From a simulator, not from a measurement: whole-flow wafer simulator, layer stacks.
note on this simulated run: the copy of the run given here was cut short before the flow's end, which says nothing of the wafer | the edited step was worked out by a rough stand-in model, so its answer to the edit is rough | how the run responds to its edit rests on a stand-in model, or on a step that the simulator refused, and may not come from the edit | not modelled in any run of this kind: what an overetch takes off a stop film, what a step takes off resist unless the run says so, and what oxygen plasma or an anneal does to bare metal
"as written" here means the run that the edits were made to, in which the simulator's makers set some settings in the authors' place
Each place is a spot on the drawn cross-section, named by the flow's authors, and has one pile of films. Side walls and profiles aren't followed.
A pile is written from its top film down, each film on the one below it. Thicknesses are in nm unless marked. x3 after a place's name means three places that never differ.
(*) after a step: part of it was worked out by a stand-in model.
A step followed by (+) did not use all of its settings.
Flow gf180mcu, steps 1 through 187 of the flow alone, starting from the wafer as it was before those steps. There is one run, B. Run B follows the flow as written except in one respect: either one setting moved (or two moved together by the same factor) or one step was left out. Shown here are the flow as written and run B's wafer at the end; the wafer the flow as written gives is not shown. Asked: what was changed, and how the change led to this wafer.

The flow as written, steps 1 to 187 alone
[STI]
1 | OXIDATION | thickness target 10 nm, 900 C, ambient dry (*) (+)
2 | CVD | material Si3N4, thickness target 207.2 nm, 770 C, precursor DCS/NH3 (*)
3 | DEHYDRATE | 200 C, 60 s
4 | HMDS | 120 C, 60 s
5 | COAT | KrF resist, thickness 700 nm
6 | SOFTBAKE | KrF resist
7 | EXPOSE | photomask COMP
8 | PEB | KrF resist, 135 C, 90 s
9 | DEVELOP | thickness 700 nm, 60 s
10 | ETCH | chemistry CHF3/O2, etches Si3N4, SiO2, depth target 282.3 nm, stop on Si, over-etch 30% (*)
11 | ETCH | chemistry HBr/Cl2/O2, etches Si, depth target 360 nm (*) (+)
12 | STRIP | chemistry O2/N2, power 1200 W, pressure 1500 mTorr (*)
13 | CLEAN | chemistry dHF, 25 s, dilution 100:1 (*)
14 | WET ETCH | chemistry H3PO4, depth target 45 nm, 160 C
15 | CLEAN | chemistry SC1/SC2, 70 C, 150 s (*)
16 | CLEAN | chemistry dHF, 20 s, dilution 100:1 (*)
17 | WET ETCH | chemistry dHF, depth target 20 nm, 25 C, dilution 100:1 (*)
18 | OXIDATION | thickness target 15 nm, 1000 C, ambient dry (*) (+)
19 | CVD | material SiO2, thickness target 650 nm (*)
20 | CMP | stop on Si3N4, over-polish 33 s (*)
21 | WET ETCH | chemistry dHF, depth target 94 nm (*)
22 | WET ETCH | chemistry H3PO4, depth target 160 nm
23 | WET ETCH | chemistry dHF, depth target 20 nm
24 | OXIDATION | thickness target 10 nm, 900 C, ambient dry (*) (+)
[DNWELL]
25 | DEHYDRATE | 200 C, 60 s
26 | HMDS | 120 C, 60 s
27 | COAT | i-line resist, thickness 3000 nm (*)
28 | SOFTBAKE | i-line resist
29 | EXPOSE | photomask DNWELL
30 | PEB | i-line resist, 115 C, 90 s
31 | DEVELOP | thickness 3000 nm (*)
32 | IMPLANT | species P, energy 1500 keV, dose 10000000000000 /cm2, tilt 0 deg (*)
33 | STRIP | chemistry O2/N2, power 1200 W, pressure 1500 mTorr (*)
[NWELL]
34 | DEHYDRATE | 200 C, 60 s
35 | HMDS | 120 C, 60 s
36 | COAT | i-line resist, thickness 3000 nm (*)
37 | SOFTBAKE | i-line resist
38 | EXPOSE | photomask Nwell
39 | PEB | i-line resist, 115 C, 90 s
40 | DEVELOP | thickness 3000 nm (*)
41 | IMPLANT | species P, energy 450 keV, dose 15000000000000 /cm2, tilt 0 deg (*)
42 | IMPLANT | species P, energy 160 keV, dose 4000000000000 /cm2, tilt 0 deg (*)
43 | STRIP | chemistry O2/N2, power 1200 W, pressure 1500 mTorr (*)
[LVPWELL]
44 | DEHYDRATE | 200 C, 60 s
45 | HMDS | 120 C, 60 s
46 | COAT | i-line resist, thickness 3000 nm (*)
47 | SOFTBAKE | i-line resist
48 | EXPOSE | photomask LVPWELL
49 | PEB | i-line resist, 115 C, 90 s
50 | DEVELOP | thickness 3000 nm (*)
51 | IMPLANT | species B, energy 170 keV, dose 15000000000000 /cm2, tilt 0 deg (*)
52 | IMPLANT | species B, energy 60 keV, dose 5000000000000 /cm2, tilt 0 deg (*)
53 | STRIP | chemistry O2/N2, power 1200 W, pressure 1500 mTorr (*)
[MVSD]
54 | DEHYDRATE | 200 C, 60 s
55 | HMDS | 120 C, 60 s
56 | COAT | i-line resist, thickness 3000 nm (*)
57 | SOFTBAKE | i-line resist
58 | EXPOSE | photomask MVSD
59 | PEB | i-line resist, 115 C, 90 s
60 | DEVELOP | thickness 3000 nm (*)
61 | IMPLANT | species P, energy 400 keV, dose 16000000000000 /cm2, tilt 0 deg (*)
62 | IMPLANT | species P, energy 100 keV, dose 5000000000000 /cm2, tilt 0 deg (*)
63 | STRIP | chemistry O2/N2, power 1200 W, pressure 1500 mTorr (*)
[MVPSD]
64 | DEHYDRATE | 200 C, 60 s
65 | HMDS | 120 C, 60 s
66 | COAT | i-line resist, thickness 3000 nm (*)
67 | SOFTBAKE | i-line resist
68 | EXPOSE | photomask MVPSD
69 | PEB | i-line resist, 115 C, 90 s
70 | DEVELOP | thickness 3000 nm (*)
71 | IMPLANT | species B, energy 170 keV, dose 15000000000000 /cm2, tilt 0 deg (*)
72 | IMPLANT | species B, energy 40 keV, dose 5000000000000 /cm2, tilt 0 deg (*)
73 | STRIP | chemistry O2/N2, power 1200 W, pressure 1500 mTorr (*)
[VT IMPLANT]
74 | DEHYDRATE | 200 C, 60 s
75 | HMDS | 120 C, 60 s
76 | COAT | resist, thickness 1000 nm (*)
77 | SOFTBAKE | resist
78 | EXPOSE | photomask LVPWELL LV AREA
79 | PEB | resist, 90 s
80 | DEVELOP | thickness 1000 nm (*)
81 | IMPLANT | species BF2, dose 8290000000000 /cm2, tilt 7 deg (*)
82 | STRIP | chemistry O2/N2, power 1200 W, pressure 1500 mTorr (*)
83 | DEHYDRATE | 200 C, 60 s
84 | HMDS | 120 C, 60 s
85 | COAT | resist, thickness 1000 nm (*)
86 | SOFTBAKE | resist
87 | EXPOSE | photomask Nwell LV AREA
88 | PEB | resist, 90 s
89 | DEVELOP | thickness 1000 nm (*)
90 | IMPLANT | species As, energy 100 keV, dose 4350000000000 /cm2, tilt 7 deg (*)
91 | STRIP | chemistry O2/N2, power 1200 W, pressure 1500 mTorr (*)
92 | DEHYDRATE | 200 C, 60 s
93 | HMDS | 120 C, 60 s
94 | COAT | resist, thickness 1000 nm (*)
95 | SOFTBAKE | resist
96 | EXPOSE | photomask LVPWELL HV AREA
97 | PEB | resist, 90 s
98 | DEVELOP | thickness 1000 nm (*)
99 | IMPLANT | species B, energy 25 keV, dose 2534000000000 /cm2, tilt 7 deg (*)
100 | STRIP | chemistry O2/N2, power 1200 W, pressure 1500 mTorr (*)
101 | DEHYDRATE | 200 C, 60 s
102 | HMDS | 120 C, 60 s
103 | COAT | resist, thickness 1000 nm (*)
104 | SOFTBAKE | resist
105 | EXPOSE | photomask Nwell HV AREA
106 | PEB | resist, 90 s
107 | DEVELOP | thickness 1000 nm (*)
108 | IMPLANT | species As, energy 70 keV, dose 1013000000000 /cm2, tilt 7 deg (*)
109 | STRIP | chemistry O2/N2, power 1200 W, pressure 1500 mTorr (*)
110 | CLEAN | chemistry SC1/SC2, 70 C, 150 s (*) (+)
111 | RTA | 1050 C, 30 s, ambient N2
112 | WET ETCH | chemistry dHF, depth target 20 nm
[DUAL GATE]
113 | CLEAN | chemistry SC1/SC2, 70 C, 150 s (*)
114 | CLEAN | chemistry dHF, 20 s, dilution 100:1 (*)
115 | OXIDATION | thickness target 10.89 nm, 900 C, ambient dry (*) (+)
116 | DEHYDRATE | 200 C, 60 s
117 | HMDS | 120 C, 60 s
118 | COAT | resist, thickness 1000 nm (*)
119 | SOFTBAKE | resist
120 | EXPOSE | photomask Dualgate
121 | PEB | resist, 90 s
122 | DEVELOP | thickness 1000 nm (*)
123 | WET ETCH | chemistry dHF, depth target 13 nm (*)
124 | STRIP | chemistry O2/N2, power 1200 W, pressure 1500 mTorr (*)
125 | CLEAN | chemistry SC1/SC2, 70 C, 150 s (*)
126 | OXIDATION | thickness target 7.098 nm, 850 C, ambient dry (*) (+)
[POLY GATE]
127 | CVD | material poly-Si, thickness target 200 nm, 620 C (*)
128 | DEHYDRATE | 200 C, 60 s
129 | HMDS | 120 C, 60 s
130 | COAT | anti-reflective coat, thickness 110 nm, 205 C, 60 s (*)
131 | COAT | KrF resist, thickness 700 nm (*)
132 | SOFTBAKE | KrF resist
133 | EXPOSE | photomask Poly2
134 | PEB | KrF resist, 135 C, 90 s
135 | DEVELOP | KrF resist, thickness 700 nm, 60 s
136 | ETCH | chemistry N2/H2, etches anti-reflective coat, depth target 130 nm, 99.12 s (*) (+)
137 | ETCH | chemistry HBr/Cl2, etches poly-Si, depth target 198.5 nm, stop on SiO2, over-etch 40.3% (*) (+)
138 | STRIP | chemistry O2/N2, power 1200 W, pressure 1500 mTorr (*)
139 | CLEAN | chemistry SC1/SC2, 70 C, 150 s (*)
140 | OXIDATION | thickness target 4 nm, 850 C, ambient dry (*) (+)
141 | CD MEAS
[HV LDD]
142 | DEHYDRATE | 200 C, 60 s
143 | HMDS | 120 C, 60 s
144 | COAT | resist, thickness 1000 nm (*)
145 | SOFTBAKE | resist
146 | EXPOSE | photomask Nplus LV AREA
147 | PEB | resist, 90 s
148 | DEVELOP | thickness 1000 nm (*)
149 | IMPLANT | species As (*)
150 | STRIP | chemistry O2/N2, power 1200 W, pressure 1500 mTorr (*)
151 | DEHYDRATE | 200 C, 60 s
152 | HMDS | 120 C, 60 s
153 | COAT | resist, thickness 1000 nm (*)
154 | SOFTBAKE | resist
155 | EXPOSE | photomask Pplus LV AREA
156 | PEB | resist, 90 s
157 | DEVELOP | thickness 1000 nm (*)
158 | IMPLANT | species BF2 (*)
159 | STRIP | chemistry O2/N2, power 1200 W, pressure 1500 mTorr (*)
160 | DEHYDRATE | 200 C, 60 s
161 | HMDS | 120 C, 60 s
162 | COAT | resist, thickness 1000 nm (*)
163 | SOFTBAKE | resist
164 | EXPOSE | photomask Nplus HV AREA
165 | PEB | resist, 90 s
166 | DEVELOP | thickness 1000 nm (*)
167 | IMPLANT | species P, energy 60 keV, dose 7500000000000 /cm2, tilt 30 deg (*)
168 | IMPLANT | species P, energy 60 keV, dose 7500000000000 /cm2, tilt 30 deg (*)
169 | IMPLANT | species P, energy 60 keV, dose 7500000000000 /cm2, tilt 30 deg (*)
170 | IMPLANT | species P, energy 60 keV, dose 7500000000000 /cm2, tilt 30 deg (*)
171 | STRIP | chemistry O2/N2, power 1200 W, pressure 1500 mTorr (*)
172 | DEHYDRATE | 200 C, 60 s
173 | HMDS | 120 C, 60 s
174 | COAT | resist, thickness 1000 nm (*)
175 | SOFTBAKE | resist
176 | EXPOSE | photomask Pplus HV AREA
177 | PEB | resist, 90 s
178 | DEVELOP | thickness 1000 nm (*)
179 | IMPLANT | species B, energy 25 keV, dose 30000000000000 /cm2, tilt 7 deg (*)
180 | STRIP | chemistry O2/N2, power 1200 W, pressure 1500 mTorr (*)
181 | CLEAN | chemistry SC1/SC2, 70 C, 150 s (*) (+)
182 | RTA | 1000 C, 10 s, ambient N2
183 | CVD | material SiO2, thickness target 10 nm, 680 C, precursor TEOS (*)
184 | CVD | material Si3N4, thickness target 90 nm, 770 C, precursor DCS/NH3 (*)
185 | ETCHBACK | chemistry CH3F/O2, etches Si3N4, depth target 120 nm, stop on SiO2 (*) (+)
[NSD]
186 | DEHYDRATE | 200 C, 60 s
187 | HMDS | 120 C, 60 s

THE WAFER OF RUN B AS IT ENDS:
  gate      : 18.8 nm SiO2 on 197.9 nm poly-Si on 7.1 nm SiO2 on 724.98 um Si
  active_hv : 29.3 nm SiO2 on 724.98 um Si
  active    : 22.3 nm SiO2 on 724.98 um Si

What caused this: step 183, CVD: 704 C was run, whereas the flow has 680 C.

Step by step, how the change led to this:
  183 | CVD | material SiO2, thickness target 10 nm, 680 C, precursor TEOS (*)
      field, field__w1, field__w2 and 99 more: SiO2 gains 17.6 (in the flow as written it would be: SiO2 gains 10)
      ld_drift_p: SiO2 gains 17.4 (in the flow as written it would be: SiO2 gains 9.87)
      (as well as at 1 more place)
